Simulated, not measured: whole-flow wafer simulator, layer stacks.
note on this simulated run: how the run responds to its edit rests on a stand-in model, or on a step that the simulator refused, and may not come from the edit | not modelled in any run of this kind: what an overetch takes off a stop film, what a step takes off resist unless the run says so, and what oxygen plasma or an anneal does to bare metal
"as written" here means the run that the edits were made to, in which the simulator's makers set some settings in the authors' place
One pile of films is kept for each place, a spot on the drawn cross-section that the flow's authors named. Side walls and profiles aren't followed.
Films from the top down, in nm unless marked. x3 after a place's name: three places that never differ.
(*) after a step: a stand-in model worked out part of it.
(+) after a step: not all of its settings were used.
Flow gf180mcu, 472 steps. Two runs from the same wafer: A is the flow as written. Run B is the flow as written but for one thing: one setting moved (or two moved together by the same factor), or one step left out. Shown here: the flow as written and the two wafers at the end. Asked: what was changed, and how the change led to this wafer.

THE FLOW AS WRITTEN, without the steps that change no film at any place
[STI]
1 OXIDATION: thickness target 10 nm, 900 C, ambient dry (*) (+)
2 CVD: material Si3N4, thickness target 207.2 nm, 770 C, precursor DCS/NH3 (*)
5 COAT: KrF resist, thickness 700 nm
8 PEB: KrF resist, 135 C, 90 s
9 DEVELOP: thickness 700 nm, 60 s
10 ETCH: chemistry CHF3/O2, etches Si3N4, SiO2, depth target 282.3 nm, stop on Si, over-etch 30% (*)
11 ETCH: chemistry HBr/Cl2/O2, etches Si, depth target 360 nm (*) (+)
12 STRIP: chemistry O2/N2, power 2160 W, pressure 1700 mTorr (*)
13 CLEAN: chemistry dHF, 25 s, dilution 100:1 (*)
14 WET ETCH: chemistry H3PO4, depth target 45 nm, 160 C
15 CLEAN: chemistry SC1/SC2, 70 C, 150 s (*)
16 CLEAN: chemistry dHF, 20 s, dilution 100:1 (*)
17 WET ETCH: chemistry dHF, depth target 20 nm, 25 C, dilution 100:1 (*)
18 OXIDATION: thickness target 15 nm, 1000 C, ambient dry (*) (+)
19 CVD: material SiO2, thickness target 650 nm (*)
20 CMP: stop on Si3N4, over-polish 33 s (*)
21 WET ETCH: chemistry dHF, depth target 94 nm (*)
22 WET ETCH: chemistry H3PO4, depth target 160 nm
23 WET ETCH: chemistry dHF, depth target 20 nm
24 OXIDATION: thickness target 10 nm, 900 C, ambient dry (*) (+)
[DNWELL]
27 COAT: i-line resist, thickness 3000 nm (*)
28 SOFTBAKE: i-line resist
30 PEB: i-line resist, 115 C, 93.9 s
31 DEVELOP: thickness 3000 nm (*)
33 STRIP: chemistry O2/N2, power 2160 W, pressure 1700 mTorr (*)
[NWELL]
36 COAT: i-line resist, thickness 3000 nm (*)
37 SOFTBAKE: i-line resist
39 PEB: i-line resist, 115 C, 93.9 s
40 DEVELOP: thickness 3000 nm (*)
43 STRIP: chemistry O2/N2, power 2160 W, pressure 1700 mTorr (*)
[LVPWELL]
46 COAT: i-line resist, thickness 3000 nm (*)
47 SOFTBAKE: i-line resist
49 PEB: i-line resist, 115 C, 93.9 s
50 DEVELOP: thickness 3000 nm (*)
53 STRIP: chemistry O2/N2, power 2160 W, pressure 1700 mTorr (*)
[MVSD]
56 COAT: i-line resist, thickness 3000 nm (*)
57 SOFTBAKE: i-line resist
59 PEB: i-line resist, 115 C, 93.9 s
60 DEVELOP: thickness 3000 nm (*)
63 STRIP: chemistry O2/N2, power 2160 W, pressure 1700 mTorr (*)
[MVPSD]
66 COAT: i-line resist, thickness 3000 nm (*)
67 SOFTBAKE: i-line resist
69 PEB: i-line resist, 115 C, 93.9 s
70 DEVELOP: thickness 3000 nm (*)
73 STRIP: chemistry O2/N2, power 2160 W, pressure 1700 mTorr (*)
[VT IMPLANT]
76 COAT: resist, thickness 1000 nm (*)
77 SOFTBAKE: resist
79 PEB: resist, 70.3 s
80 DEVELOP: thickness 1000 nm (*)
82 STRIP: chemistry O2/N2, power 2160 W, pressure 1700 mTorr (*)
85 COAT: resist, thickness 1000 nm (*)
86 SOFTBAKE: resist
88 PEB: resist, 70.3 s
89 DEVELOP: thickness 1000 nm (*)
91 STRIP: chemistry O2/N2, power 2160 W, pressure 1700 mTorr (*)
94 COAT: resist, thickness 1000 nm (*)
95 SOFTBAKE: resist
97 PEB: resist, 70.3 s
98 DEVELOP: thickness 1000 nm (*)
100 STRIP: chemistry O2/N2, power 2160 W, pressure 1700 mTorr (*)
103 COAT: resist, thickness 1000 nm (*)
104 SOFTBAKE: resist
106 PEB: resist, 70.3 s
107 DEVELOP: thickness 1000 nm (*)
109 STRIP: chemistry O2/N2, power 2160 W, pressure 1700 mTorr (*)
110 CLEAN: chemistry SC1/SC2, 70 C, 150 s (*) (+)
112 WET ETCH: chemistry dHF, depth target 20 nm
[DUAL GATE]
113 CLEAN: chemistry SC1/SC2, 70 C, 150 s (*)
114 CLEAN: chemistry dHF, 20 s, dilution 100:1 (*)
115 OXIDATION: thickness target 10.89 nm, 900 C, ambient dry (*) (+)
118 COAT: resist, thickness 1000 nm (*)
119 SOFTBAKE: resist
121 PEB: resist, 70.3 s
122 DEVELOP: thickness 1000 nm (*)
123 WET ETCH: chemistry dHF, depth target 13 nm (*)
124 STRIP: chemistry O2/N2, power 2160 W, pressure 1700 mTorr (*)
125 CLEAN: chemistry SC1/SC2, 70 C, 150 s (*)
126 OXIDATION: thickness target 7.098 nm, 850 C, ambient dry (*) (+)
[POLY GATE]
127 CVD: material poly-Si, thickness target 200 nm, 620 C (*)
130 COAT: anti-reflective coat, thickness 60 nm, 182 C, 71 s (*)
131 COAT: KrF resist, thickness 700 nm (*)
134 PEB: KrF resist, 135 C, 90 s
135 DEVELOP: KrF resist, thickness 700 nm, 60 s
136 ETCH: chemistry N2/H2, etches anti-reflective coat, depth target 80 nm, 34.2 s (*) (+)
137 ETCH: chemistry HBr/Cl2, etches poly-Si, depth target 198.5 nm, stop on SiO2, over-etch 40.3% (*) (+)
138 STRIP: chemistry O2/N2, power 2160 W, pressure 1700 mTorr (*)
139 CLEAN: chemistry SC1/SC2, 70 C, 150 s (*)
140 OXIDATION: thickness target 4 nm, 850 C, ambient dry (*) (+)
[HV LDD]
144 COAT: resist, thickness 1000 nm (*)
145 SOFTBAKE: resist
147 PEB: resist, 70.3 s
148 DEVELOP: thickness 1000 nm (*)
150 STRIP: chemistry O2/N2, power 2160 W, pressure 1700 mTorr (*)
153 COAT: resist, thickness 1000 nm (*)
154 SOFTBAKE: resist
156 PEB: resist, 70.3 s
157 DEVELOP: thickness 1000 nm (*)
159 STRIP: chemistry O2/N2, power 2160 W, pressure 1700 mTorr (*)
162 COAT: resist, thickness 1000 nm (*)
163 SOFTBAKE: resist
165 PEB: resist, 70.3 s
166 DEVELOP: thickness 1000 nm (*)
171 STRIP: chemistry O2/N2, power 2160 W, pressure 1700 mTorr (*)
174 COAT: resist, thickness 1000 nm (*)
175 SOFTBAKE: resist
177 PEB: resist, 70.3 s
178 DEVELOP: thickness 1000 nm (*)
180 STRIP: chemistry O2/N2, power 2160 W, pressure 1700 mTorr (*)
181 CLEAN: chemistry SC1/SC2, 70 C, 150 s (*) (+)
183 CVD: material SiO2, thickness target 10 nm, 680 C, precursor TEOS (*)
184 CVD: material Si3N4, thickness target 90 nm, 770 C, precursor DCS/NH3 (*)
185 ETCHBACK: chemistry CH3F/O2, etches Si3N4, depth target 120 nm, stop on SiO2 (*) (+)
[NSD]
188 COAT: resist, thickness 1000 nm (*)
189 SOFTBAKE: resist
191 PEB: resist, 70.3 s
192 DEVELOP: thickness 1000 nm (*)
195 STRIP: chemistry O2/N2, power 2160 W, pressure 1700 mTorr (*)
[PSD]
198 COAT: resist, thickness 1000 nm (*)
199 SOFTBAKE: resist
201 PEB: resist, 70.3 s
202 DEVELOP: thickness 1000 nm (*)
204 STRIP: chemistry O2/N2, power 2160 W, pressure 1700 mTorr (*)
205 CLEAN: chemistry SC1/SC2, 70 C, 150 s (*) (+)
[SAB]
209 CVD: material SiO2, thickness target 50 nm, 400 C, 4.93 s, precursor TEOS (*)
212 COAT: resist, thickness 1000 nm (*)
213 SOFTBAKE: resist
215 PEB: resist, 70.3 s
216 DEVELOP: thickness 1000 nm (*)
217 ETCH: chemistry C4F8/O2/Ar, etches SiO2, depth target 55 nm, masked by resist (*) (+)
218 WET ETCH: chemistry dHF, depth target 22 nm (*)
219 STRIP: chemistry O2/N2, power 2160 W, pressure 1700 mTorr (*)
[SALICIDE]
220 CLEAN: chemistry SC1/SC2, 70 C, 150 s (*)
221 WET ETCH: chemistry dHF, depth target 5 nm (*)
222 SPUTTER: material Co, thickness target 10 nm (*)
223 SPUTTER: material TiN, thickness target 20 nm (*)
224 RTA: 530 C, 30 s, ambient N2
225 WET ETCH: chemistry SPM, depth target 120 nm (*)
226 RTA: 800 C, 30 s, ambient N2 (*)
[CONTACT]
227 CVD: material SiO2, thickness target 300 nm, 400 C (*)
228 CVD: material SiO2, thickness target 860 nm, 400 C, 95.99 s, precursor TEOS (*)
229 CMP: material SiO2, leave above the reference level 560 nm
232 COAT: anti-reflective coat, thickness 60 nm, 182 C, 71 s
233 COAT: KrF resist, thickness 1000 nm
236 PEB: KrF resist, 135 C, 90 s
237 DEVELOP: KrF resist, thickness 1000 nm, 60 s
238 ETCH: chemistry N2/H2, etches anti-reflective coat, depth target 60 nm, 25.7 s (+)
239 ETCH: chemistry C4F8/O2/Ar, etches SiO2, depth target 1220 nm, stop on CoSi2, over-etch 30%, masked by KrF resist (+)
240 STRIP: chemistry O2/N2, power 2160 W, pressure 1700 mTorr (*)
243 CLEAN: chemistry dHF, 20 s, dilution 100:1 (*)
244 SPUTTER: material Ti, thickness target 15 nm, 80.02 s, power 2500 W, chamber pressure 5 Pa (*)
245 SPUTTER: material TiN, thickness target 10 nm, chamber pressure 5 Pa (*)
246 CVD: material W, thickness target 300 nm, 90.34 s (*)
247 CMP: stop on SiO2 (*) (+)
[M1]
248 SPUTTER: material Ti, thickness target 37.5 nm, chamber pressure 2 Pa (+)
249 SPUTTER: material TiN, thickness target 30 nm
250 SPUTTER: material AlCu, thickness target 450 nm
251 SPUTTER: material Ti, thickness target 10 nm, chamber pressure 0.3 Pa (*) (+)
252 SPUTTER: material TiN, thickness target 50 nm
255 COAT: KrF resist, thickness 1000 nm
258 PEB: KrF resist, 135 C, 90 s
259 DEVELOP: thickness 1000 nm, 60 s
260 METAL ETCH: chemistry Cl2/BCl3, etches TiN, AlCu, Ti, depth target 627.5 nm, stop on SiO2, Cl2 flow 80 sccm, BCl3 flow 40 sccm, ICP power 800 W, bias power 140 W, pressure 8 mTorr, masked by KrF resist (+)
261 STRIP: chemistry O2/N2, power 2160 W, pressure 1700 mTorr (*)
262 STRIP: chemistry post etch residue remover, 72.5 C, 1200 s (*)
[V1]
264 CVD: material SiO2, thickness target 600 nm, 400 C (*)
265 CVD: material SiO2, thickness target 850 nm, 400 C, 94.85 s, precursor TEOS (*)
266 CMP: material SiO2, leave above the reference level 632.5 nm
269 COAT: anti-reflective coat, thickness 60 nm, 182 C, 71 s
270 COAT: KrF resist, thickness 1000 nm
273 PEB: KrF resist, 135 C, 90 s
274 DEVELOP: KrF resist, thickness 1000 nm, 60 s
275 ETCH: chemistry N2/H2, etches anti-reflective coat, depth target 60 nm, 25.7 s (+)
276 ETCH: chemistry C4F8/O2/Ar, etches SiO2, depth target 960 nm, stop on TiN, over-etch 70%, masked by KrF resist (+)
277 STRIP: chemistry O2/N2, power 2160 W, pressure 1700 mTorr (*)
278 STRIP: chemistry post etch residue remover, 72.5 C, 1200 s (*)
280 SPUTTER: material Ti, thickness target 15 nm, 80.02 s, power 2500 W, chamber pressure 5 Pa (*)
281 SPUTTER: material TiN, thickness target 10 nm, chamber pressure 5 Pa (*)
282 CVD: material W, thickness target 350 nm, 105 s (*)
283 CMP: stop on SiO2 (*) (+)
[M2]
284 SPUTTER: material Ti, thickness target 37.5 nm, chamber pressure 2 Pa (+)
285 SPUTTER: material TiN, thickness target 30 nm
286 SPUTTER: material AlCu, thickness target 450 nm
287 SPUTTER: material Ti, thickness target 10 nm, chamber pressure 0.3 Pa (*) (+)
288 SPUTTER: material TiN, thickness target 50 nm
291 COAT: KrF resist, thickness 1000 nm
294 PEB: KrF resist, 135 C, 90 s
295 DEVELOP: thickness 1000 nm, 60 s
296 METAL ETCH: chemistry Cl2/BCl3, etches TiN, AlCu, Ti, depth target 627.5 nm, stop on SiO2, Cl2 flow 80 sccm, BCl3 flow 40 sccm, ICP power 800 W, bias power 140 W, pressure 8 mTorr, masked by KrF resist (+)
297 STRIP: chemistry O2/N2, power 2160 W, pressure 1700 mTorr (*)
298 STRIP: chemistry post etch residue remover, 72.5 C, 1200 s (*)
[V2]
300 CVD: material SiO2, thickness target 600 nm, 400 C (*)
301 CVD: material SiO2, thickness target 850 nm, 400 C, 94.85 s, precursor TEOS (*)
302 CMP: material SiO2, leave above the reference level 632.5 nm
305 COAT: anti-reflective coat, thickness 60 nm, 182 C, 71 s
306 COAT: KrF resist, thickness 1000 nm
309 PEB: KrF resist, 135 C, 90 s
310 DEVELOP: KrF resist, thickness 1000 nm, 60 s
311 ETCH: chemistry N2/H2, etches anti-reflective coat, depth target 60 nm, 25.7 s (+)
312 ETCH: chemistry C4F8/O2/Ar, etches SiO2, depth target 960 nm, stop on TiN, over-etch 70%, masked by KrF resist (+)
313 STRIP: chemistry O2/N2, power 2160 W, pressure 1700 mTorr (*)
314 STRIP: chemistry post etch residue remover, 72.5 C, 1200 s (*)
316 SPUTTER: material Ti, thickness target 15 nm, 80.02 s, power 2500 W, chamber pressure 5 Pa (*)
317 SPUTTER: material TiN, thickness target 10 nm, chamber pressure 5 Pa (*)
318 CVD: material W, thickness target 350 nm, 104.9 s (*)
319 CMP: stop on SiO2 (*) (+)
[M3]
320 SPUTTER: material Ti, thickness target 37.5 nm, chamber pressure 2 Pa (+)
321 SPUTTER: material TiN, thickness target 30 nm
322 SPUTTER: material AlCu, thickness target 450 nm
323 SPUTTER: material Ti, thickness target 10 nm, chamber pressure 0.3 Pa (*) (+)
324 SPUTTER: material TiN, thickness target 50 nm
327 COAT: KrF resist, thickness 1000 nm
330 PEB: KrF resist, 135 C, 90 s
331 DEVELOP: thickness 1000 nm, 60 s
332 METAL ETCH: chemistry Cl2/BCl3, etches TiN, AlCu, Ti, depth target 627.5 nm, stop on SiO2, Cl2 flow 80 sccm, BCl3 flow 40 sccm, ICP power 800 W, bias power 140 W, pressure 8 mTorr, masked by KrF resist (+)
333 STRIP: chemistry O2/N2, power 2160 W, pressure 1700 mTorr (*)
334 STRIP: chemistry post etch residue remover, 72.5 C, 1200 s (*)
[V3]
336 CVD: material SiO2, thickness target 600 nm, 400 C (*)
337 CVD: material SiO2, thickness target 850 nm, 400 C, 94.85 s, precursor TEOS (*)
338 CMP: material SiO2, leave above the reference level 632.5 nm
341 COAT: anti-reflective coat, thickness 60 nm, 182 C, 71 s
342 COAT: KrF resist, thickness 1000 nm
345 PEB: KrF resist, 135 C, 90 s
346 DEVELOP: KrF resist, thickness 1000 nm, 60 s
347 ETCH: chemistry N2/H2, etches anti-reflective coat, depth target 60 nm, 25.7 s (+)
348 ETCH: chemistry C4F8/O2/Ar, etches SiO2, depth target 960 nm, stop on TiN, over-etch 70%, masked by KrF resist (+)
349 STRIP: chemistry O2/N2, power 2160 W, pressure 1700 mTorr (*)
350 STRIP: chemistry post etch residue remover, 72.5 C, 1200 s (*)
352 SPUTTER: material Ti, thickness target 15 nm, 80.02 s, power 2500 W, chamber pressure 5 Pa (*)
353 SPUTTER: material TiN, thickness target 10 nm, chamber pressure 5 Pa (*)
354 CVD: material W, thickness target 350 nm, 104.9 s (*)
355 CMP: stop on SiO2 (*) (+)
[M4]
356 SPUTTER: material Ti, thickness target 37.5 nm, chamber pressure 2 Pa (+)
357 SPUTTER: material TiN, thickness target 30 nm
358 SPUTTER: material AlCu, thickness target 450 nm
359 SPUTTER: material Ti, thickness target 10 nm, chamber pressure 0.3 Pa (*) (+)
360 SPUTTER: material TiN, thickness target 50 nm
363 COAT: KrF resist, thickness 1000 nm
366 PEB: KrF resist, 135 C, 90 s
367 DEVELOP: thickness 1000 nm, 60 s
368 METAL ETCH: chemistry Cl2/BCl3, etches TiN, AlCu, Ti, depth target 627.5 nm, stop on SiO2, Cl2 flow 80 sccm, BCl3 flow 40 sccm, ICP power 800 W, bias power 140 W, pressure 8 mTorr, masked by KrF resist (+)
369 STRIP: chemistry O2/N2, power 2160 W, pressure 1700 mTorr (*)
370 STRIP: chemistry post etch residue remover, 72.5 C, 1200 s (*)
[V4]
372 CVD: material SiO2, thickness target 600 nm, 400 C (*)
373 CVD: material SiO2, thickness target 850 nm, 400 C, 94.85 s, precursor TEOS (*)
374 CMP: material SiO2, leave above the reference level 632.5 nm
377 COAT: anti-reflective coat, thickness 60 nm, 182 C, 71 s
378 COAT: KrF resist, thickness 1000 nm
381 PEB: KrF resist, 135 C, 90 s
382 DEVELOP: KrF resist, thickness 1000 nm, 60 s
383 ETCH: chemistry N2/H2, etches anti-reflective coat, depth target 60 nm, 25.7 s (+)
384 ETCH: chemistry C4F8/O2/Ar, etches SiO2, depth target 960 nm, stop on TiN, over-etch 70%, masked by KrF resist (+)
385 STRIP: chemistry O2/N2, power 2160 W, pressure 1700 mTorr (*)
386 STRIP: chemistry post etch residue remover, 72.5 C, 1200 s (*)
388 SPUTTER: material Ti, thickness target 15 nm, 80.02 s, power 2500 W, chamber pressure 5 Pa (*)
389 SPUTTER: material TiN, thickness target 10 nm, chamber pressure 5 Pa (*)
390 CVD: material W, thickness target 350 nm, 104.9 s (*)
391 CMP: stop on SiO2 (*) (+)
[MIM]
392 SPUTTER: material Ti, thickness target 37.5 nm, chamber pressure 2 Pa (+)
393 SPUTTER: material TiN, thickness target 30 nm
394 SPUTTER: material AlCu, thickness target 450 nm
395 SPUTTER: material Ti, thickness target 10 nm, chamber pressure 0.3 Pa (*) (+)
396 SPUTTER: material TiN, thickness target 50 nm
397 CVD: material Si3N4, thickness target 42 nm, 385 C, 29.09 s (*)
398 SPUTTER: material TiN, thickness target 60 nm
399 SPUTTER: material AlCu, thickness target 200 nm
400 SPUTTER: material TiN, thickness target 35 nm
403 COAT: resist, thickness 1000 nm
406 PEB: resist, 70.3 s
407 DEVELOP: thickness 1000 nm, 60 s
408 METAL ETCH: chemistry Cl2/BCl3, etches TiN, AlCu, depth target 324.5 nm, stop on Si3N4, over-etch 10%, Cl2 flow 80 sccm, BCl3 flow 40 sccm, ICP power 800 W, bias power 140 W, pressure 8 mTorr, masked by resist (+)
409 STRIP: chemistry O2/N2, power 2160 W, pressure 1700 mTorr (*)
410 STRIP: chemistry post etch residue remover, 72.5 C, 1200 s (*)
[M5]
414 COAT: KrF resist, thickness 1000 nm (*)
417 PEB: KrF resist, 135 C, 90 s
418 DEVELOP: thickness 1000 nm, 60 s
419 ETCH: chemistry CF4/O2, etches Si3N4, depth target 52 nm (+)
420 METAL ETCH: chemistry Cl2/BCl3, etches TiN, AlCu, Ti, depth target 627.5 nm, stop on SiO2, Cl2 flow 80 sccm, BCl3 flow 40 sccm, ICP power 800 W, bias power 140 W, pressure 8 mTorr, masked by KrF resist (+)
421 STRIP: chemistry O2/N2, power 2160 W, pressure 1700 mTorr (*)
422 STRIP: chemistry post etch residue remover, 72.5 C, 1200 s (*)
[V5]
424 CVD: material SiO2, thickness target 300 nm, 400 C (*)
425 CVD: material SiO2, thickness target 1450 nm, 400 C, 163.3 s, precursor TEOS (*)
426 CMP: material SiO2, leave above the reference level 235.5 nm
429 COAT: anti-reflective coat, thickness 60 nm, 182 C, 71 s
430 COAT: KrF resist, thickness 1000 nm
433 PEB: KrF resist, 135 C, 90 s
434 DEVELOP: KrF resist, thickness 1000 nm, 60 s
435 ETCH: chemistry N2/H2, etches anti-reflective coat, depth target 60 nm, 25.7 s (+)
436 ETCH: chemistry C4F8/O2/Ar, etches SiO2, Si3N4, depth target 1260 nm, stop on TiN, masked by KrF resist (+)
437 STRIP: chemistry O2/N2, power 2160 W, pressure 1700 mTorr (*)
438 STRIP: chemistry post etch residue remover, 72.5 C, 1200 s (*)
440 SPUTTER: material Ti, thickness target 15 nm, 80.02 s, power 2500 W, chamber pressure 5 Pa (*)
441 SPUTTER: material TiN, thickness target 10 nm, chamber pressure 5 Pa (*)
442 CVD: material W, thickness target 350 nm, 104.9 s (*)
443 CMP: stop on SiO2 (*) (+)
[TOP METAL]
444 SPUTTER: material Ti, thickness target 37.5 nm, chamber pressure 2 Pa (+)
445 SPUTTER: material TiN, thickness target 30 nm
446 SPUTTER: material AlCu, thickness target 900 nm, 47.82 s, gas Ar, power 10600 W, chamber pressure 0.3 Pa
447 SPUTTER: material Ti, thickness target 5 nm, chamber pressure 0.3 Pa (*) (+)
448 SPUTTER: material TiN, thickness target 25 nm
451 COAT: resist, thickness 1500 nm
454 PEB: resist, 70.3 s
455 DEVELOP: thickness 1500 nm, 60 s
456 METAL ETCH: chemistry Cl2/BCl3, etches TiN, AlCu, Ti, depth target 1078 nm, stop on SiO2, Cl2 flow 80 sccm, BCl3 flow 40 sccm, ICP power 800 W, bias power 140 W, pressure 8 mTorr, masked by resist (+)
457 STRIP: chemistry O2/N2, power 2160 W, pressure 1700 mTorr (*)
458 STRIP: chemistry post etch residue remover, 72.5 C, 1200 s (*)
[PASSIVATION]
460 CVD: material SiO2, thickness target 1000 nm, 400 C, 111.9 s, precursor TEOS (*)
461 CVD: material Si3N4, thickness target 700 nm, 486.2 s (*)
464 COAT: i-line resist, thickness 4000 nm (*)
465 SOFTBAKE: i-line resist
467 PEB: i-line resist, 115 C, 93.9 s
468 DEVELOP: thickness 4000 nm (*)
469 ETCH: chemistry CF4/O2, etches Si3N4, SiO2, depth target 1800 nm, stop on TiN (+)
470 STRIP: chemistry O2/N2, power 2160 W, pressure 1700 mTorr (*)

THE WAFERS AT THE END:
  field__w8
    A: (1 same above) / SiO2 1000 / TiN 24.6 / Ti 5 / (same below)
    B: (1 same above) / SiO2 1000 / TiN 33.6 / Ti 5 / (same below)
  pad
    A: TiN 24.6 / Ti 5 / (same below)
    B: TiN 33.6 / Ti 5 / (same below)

The cause: step 448, SPUTTER: thickness target 34 nm was run, where the flow has thickness target 25 nm.

How the change led to this, step by step:
  448 SPUTTER: material TiN, thickness target 25 nm
      field, field__w1, field__w2 and 109 more: A TiN +25 (new film) | B TiN +34 (new film)
  456 METAL ETCH: chemistry Cl2/BCl3, etches TiN, AlCu, Ti, depth target 1078 nm, stop on SiO2, Cl2 flow 80 sccm, BCl3 flow 40 sccm, ICP power 800 W, bias power 140 W, pressure 8 mTorr, masked by resist (+)
      field, field__w1, field__w2 and 103 more: A TiN -25 (all of it), Ti -5 (all of it), AlCu -900 (all of it), TiN -30 (all of it), Ti -37.5 (all of it) | B TiN -34 (all of it), Ti -5 (all of it), AlCu -900 (all of it), TiN -30 (all of it), Ti -37.5 (all of it)
  465 SOFTBAKE: i-line resist
      gate: A i-line resist +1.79 | B i-line resist -0.29
      ld_acc_p, ld_fp_p, ld_drift_p: A i-line resist +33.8 | B i-line resist +27.3
      (and at 56 more places)
